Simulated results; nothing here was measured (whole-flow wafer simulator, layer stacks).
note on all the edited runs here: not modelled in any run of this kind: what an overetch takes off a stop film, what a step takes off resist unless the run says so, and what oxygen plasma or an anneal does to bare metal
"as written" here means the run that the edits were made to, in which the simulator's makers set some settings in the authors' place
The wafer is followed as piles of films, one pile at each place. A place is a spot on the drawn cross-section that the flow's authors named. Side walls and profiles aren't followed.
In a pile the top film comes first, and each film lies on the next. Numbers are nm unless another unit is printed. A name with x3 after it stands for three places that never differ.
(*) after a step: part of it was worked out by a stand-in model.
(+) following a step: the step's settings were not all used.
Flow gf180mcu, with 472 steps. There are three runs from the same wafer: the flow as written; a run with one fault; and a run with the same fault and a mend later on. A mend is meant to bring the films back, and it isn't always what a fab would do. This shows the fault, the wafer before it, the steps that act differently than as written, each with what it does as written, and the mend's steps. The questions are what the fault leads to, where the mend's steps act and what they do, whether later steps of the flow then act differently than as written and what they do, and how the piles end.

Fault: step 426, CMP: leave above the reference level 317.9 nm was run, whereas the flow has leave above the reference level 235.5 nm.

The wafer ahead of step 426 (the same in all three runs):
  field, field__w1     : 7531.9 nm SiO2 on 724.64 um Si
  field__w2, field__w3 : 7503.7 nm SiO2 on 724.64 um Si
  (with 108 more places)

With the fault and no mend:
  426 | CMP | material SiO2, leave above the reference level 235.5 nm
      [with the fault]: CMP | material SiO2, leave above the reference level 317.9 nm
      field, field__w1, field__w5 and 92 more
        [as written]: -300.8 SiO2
        [with the fault]: -218.4 SiO2
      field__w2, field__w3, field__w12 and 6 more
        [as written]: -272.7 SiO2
        [with the fault]: -190.3 SiO2
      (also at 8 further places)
  Steps later in the flow that act otherwise than as written (not shown: 2 more steps that differ only slightly, by at most 2% or 0.5 nm, whichever is larger):
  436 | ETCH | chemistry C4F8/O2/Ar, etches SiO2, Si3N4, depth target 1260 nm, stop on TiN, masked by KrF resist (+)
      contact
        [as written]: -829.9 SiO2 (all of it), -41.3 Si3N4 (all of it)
        [with the fault]: -912.3 SiO2 (all of it), -41.3 Si3N4 (all of it)
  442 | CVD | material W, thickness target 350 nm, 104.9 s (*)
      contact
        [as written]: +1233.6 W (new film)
        [with the fault]: +1316.6 W (new film)
  By the end, the piles at field__w4, field__w8, contact, m1, m1__w1, mim, mim_1p0, m1_nw depart from the flow's by more than 2% or 0.5 nm, whichever is larger.
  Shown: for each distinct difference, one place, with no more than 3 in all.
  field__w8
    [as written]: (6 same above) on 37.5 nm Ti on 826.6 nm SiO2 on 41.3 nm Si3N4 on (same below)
    [with the fault]: (6 same above) on 37.5 nm Ti on 909 nm SiO2 on 41.3 nm Si3N4 on (same below)
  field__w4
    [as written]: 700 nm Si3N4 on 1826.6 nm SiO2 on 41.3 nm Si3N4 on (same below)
    [with the fault]: 700 nm Si3N4 on 1909 nm SiO2 on 41.3 nm Si3N4 on (same below)
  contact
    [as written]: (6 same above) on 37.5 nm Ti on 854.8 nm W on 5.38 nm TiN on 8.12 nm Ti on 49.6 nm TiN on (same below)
    [with the fault]: (6 same above) on 37.5 nm Ti on 937.8 nm W on 5.13 nm TiN on 7.75 nm Ti on 49.6 nm TiN on (same below)

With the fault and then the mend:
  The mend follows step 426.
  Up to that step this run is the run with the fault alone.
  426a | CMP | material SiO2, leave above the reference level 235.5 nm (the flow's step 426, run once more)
      field, field__w1, field__w2 and 109 more
        -82.4 SiO2
  Later steps of the flow that are run all act as written at every place that is followed.
  The piles end the same as the flow's at every place that both follow.
